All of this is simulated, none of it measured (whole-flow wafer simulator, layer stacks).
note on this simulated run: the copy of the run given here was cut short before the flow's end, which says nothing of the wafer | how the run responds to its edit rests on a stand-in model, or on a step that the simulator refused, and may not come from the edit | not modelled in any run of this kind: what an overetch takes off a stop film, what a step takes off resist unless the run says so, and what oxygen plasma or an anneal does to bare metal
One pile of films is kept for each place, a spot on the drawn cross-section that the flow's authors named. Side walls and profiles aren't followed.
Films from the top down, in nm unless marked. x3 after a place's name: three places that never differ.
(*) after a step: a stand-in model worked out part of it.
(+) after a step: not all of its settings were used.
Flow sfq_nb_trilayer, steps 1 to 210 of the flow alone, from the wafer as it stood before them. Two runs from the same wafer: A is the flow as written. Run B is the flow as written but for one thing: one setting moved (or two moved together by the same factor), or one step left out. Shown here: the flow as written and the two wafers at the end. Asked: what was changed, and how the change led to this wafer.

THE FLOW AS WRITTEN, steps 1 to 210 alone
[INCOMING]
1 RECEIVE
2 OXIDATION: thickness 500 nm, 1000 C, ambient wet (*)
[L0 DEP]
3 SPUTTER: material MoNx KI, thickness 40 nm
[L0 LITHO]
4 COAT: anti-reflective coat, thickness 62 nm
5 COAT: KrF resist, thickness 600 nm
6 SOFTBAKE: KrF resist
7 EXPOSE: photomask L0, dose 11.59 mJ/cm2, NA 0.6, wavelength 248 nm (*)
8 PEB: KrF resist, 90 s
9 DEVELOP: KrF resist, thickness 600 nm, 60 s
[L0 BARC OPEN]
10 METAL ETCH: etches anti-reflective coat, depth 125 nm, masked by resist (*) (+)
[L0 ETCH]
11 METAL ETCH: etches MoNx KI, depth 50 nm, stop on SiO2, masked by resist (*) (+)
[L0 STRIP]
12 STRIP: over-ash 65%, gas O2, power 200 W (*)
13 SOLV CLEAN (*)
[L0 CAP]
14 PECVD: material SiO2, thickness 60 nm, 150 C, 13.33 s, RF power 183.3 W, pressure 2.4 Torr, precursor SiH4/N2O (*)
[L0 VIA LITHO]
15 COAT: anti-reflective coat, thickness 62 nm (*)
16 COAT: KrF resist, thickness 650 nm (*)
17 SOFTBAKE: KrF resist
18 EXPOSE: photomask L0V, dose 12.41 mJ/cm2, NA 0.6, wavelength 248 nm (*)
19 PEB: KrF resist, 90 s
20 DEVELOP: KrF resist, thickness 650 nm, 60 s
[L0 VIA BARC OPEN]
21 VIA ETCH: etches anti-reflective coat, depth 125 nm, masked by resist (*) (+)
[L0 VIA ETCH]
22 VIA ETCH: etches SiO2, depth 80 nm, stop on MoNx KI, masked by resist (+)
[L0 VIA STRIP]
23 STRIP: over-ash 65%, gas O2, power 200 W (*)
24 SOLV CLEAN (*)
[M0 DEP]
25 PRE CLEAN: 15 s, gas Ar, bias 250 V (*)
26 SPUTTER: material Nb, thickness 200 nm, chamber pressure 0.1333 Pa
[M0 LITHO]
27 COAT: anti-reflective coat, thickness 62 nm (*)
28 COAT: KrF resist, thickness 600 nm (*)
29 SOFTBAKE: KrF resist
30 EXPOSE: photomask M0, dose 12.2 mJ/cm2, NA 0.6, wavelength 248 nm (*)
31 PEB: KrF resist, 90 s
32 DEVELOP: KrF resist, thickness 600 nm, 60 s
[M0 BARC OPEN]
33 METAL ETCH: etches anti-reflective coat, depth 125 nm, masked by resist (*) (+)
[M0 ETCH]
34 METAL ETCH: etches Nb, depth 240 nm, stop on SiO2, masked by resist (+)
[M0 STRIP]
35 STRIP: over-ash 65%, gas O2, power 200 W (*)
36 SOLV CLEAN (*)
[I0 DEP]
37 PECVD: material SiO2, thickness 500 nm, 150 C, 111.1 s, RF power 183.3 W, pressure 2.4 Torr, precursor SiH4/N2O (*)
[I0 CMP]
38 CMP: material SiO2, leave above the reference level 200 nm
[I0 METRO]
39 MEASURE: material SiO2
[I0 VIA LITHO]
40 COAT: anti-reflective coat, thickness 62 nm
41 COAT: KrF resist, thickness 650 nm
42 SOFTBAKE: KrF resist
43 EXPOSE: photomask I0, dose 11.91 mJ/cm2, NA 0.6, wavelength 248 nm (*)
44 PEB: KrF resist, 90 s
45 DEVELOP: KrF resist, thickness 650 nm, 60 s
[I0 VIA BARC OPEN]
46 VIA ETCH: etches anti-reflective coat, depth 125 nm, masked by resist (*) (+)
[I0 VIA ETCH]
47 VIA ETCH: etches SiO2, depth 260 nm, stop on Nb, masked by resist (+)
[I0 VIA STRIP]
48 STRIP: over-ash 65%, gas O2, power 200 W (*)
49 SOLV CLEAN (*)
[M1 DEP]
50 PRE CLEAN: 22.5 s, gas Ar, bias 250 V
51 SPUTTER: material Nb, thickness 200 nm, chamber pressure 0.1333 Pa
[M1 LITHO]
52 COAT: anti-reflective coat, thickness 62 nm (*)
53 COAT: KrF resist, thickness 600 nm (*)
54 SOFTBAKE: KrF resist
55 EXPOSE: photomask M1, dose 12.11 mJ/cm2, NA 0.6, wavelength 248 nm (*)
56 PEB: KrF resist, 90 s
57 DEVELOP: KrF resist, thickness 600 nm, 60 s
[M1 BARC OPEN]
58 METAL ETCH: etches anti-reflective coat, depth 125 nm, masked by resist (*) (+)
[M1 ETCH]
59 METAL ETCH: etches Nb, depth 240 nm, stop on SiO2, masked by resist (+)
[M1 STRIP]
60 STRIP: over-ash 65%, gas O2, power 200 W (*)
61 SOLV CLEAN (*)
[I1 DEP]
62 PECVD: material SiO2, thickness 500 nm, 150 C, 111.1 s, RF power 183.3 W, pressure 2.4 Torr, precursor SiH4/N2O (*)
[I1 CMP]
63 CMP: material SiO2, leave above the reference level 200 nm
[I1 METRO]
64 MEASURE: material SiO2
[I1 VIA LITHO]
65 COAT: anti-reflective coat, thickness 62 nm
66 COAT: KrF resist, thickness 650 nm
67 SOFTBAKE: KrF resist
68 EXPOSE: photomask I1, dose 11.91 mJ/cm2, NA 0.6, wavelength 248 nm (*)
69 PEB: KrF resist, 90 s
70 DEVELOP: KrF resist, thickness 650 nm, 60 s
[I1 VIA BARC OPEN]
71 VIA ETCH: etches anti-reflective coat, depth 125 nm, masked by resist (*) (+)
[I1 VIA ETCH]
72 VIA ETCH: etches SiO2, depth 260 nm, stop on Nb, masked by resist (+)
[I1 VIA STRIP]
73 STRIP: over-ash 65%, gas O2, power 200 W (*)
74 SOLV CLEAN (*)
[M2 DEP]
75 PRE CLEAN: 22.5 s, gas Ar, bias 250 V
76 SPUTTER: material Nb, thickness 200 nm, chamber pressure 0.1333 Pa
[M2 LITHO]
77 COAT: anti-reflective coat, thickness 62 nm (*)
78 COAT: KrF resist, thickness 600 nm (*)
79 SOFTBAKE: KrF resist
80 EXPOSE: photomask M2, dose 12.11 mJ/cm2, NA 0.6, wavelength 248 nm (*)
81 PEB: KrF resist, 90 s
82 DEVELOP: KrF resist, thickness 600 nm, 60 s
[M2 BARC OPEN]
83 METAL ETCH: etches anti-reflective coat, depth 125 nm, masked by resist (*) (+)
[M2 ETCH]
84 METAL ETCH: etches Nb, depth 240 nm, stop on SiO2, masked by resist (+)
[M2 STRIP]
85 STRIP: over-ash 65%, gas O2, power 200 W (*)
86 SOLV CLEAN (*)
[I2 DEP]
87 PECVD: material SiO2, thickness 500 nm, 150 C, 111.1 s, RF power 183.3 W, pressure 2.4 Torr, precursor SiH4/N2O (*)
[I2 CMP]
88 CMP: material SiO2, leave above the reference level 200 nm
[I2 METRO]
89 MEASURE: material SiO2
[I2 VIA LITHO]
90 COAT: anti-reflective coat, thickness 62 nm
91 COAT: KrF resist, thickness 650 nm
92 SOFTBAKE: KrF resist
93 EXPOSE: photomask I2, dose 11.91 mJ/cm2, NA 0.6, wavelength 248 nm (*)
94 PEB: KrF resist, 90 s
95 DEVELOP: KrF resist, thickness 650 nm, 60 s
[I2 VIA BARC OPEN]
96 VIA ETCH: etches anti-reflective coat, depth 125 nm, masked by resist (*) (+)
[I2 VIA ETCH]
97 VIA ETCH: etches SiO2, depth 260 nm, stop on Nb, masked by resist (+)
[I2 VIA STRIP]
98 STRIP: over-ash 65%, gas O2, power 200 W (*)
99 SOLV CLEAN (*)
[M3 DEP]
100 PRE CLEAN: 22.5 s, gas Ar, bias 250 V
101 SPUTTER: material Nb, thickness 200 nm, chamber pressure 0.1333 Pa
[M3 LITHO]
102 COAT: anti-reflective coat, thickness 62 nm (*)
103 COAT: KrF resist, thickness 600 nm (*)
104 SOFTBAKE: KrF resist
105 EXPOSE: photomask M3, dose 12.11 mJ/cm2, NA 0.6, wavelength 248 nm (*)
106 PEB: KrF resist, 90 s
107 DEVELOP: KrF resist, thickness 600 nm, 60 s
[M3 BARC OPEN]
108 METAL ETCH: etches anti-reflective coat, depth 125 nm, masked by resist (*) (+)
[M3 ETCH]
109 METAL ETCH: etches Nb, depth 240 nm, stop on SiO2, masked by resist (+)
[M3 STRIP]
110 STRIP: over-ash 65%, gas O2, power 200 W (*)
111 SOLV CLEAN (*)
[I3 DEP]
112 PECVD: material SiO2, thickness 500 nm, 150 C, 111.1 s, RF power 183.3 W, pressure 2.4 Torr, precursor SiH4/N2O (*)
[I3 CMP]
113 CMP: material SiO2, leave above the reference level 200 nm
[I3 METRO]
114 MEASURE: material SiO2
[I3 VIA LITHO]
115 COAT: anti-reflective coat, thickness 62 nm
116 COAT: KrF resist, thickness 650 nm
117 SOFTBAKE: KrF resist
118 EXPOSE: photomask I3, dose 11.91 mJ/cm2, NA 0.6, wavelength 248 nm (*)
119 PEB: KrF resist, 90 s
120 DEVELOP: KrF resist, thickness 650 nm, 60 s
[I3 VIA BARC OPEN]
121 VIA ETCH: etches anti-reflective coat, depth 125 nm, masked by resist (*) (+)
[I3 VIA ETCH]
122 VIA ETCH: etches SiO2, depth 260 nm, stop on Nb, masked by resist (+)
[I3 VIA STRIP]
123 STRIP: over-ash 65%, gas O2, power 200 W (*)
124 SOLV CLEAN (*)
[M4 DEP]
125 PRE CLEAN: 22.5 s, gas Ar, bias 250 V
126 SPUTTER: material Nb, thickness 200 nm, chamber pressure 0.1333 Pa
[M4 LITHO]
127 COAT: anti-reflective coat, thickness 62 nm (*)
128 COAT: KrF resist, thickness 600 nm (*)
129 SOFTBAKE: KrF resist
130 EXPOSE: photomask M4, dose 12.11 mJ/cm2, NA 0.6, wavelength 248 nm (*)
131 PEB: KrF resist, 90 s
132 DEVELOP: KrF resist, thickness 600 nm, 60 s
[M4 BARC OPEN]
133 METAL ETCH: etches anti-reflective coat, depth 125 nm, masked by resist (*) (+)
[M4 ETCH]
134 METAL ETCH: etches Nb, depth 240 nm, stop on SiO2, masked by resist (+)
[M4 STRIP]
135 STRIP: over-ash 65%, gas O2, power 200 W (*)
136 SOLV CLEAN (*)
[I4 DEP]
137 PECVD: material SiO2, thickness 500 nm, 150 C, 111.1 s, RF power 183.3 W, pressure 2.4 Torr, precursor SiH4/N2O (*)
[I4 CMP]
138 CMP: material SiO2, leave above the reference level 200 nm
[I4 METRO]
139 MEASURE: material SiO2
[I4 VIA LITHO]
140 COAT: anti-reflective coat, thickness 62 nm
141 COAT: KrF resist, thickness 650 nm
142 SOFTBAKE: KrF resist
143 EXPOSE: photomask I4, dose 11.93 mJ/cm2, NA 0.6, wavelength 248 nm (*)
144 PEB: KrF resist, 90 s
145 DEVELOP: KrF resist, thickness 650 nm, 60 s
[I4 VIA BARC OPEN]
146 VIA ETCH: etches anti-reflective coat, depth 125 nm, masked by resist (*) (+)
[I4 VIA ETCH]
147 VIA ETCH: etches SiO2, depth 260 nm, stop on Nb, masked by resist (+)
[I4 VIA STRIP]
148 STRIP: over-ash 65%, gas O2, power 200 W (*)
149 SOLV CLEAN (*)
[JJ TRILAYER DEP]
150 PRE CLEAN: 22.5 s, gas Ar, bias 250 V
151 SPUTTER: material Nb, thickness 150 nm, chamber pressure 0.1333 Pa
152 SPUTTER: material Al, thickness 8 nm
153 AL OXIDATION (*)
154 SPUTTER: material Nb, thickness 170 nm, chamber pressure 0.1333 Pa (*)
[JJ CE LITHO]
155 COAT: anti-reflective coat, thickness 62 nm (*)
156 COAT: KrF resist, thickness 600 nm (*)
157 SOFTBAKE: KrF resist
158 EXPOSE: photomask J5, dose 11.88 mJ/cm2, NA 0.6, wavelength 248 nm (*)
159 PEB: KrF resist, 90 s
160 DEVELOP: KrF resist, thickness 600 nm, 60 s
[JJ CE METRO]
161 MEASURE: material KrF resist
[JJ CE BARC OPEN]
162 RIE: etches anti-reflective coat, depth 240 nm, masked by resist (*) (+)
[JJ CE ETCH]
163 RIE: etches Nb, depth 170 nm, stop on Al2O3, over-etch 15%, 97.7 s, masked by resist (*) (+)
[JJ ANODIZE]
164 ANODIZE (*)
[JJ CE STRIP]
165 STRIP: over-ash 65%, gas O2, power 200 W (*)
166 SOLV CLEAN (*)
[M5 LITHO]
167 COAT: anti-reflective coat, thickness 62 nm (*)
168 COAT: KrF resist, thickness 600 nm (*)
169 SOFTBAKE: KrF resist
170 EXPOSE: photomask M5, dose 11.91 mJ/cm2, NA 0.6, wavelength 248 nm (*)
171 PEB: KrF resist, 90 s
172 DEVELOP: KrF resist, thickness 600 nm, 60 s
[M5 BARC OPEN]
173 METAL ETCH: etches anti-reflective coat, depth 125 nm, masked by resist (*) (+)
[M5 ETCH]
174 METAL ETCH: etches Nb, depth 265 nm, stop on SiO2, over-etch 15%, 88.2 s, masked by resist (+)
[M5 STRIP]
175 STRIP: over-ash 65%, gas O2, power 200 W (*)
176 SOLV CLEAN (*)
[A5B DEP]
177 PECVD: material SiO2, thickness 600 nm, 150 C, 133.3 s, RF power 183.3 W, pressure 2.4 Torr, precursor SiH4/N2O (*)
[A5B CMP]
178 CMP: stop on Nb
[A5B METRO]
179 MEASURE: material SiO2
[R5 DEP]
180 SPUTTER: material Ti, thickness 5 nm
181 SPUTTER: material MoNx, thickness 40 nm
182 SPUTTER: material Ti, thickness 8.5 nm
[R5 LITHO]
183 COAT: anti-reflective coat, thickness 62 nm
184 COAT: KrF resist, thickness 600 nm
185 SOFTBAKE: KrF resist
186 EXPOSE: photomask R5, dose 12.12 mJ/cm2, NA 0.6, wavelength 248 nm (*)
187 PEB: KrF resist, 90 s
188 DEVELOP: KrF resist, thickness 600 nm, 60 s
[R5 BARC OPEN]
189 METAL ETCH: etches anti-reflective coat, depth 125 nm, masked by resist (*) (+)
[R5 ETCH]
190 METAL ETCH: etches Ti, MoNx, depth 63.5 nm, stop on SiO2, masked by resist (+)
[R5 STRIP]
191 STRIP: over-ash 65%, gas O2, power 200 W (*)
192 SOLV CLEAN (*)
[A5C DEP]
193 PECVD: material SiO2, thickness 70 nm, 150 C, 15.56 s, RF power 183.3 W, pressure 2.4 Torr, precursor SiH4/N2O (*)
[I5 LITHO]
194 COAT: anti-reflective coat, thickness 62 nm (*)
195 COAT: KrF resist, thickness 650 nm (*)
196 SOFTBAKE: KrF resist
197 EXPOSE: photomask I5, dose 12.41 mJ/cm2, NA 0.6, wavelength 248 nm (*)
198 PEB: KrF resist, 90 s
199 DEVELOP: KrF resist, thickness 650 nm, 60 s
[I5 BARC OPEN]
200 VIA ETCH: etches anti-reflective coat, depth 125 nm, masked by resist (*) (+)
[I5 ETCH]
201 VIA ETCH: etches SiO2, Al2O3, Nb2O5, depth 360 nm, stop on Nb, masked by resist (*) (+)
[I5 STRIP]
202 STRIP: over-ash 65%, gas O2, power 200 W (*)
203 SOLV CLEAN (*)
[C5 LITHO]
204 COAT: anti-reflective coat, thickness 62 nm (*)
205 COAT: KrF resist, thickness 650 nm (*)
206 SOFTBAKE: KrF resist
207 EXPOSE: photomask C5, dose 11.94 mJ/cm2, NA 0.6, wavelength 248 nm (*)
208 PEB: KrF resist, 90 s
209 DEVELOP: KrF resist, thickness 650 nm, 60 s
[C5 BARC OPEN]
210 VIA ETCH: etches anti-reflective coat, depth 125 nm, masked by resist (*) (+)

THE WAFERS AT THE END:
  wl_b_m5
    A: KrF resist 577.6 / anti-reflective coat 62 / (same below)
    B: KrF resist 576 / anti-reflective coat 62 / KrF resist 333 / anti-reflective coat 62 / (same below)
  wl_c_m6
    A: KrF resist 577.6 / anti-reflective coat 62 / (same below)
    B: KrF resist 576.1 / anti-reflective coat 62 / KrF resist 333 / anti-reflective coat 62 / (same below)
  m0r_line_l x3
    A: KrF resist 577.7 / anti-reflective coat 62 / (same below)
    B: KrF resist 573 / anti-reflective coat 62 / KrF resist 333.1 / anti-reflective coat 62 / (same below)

The cause: step 202, STRIP: over-ash 65%, gas O2, power 200 W (*), was left out.

How the change led to this, step by step:
  204 COAT: anti-reflective coat, thickness 62 nm (*)
      r5r_spacepad_l, r5r_spacepad_r: A anti-reflective coat +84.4 (new film) | B anti-reflective coat +53.6 (new film)
      via_wr: A anti-reflective coat +61.4 (new film) | B anti-reflective coat +60 (new film)
      (and at 21 more places)
  205 COAT: KrF resist, thickness 650 nm (*)
      wire: A KrF resist +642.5 (new film) | B KrF resist +617.1 (new film)
      be: A KrF resist +815.3 (new film) | B KrF resist +1103.8 (new film)
      (and at 9 more places)
  208 PEB: KrF resist, 90 s
      be: A KrF resist -1.8 | B KrF resist -2.58
  209 DEVELOP: KrF resist, thickness 650 nm, 60 s
      c5j: A KrF resist -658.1 (all of it) | B KrF resist -641.3 (all of it)
      res: A KrF resist -623.6 (all of it) | B KrF resist -636.6 (all of it)
  210 VIA ETCH: etches anti-reflective coat, depth 125 nm, masked by resist (*) (+)
      c5j: A anti-reflective coat -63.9 (all of it), SiO2 -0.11 | B anti-reflective coat -59.9 (all of it)
      res: A anti-reflective coat -56.8 (all of it), SiO2 -0.14 | B anti-reflective coat -58.3 (all of it)
      (and at 104 more places)
